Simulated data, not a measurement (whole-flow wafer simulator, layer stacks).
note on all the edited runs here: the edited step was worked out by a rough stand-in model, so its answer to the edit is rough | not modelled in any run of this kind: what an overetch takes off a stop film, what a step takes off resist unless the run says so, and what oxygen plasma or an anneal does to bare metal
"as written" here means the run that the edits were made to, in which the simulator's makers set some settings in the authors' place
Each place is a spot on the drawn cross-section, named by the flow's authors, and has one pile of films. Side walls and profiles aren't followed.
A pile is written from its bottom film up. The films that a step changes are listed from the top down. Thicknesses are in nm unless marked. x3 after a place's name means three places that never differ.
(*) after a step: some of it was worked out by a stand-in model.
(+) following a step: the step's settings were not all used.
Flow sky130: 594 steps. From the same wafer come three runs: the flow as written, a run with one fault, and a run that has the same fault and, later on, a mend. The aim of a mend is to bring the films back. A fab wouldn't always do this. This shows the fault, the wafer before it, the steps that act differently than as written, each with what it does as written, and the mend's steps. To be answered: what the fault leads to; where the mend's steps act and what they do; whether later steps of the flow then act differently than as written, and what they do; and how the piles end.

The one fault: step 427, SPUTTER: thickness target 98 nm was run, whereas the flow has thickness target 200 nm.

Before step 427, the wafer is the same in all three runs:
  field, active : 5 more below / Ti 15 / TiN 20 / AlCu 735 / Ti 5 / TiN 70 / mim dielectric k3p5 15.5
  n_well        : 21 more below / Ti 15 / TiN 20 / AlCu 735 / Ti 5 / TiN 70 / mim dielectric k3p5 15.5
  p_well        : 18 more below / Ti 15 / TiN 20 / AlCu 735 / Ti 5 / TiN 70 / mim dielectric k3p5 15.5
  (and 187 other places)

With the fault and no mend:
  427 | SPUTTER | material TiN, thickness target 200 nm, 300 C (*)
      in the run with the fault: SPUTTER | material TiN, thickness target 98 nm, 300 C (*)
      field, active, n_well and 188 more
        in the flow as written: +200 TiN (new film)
        in the run with the fault: +98 TiN (new film)
  Steps later in the flow that act otherwise than as written (not shown: 2 more steps that differ only slightly, by at most 2% or 0.5 nm, whichever is larger):
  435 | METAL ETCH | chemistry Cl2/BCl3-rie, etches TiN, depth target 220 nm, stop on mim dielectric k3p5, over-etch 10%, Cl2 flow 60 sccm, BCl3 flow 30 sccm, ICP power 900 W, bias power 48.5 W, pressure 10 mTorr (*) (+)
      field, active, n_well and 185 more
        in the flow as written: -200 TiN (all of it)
        in the run with the fault: -98 TiN (all of it)
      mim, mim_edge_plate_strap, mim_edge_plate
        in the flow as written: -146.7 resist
        in the run with the fault: -71.9 resist
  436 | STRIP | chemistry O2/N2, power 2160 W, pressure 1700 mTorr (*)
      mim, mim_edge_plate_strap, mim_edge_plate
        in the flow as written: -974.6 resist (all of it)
        in the run with the fault: -1049.4 resist (all of it)
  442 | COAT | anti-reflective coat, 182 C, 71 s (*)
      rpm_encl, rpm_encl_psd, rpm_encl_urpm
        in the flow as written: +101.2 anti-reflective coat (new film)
        in the run with the fault: +99 anti-reflective coat (new film)
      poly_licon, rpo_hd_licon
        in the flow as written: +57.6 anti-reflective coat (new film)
        in the run with the fault: +81.5 anti-reflective coat (new film)
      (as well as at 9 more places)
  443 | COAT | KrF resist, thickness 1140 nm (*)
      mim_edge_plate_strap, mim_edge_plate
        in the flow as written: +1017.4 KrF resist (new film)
        in the run with the fault: +1119.4 KrF resist (new film)
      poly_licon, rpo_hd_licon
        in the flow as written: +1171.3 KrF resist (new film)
        in the run with the fault: +1144.3 KrF resist (new film)
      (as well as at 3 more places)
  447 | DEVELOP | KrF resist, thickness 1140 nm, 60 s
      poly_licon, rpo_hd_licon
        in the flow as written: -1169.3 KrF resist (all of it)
        in the run with the fault: -1142.4 KrF resist (all of it)
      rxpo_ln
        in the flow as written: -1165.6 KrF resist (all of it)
        in the run with the fault: -1137.4 KrF resist (all of it)
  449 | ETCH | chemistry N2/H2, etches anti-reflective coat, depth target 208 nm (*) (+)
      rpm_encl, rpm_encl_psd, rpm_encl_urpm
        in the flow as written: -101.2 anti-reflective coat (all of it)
        in the run with the fault: -99 anti-reflective coat (all of it)
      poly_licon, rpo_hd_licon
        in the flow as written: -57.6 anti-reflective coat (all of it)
        in the run with the fault: -81.5 anti-reflective coat (all of it)
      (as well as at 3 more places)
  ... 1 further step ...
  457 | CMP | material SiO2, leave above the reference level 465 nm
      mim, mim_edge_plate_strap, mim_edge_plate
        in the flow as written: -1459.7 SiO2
        in the run with the fault: -1357.7 SiO2
  The piles end different from the flow's at mim, mim_edge_plate_strap, mim_edge_plate by more than 2% or 0.5 nm, whichever is larger.
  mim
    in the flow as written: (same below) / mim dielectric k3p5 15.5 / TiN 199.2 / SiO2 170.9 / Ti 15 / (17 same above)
    in the run with the fault: (same below) / mim dielectric k3p5 15.5 / TiN 97.2 / SiO2 272.9 / Ti 15 / (17 same above)
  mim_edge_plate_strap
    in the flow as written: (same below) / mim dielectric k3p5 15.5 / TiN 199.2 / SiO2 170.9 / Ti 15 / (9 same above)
    in the run with the fault: (same below) / mim dielectric k3p5 15.5 / TiN 97.2 / SiO2 272.9 / Ti 15 / (9 same above)
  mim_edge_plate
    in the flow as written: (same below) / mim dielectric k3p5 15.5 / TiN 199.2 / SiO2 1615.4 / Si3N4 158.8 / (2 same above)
    in the run with the fault: (same below) / mim dielectric k3p5 15.5 / TiN 97.2 / SiO2 1717.4 / Si3N4 158.8 / (2 same above)

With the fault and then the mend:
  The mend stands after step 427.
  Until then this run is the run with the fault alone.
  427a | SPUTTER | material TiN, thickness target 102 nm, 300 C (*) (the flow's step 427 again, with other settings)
      field, active, n_well and 188 more
        +102 TiN
  Every later step of the flow that is run acts as written at every place that is followed.
  By the end, the piles equal the flow's at every place that both follow.
